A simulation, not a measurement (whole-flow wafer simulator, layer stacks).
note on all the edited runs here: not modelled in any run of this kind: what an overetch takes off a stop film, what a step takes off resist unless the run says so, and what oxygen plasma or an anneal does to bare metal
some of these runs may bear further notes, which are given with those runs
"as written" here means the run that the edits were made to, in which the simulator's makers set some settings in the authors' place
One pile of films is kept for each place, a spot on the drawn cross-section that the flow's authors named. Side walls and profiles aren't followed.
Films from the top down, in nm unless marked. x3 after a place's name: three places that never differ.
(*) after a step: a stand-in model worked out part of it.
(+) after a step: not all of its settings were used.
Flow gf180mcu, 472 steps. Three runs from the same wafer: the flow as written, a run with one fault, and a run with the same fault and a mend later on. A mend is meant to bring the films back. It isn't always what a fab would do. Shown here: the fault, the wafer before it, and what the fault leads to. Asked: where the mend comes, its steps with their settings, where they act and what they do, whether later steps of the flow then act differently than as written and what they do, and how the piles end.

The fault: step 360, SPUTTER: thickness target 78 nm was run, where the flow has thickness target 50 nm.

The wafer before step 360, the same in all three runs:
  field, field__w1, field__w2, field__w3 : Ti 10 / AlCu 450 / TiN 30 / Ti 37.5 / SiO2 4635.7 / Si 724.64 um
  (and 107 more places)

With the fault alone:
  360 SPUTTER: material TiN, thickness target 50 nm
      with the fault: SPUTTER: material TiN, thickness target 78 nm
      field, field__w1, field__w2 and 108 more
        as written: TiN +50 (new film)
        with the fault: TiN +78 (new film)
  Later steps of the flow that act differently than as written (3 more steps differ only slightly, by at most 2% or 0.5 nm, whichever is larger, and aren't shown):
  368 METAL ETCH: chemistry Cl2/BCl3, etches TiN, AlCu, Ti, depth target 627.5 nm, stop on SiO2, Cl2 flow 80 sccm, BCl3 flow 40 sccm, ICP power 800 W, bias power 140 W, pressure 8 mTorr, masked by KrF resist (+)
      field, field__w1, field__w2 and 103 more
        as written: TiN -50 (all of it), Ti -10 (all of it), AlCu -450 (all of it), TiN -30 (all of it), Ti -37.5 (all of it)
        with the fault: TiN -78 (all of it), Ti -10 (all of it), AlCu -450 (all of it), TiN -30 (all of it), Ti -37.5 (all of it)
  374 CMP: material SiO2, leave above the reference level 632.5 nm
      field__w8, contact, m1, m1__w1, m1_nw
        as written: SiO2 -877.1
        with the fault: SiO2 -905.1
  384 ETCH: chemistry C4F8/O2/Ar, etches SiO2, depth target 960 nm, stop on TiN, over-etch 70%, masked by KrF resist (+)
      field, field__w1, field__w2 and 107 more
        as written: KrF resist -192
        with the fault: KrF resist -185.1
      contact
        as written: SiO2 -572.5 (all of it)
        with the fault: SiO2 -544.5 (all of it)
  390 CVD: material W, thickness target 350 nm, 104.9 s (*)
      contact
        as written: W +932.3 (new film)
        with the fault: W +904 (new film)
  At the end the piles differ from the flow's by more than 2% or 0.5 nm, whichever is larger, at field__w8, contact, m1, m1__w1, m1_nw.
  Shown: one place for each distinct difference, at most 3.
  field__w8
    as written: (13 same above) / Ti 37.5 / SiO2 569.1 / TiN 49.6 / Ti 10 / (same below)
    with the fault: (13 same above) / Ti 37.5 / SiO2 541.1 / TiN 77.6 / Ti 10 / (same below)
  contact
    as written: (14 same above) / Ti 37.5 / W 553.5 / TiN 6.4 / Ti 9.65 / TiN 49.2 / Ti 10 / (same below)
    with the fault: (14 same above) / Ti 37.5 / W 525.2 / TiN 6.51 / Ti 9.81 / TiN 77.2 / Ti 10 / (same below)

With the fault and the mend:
  The mend comes after step 360.
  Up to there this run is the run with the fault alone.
  360a METAL ETCH: chemistry Cl2/BCl3, etches TiN, AlCu, Ti, depth target 28 nm, Cl2 flow 80 sccm, BCl3 flow 40 sccm, ICP power 800 W, bias power 140 W, pressure 8 mTorr (the flow's step 260 once more, with other settings)
      field, field__w1, field__w2 and 108 more
        TiN -28
  No later step of the flow acts differently than as written at any place that is followed.
  At the end the piles are the same as the flow's at every place that both follow.
